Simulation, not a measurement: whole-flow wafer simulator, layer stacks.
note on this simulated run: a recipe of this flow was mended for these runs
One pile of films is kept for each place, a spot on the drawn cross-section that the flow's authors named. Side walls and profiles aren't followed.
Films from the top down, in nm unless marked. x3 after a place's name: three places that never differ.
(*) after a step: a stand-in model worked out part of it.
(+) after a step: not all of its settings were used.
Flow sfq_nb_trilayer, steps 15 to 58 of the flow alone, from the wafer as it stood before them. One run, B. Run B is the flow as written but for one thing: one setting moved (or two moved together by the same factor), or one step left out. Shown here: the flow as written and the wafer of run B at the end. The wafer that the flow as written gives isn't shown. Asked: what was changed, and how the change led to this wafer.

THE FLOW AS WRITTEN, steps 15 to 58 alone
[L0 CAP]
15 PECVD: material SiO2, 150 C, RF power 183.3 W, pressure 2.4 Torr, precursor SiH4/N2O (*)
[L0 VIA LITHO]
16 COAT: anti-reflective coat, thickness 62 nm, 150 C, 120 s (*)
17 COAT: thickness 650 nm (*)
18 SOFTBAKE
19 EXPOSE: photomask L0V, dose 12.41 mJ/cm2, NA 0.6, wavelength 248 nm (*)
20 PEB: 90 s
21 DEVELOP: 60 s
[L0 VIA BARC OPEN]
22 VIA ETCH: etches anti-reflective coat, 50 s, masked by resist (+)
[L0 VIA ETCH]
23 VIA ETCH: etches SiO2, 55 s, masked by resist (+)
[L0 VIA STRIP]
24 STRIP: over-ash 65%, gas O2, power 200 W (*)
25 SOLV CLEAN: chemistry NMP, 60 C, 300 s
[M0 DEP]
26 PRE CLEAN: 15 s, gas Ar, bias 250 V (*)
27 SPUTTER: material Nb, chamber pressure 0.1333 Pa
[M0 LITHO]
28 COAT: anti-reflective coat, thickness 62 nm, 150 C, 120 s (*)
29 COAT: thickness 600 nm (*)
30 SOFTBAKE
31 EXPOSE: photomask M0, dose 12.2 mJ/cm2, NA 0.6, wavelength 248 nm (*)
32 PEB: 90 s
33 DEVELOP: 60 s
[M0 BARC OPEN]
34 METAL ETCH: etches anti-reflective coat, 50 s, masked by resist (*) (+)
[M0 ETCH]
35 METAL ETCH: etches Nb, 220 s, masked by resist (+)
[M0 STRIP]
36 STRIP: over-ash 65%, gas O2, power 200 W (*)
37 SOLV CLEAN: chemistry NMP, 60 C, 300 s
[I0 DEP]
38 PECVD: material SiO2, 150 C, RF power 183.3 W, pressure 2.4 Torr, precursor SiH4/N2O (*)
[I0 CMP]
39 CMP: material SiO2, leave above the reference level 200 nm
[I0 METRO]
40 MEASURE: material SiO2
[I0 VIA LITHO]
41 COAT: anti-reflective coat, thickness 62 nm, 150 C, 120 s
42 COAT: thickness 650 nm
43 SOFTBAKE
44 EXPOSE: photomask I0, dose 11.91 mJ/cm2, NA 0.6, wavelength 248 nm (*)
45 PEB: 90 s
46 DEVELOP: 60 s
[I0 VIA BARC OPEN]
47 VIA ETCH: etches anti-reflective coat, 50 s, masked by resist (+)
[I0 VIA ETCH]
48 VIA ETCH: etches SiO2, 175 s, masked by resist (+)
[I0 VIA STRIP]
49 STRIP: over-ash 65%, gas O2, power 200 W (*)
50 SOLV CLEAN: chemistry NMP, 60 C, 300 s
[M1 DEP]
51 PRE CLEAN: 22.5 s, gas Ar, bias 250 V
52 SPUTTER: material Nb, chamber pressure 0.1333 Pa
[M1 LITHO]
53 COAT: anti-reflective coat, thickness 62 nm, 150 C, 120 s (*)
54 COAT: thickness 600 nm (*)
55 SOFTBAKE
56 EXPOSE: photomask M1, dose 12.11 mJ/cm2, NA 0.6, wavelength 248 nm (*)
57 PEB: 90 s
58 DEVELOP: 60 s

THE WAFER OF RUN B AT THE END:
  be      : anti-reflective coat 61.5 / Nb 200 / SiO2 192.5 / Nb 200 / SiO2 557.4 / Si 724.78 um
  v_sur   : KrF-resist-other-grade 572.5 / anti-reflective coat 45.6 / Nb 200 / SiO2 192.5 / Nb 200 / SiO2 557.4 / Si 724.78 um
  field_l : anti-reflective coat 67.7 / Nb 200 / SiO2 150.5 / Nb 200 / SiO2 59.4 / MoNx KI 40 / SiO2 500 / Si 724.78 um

The cause: step 15, PECVD: pressure 2.11 Torr was run, where the flow has pressure 2.4 Torr.

How the change led to this, step by step:
  15 PECVD: material SiO2, 150 C, RF power 183.3 W, pressure 2.4 Torr, precursor SiH4/N2O (*)
      v_sur, via_wl, via_w and 97 more: SiO2 +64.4 (as written it would be: SiO2 +60)
      field_l, l0_sur, l0v, l0r_line_l, l0r_line_c, l0r_line_r: SiO2 +64.4 (new film) (as written it would be: SiO2 +60 (new film))
  23 VIA ETCH: etches SiO2, 55 s, masked by resist (+)
      l0v: SiO2 -64.1 (all of it), MoNx KI -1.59 (as written it would be: SiO2 -59.7 (all of it), MoNx KI -2.03)
  28 COAT: anti-reflective coat, thickness 62 nm, 150 C, 120 s (*)
      l0_sur: anti-reflective coat +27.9 (new film) (as written it would be: anti-reflective coat +29.3 (new film))
  36 STRIP: over-ash 65%, gas O2, power 200 W (*)
      l0_sur: KrF-resist-other-grade -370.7 (all of it), anti-reflective coat -27.9 (all of it) (as written it would be: KrF-resist-other-grade -370 (all of it), anti-reflective coat -29.3 (all of it))
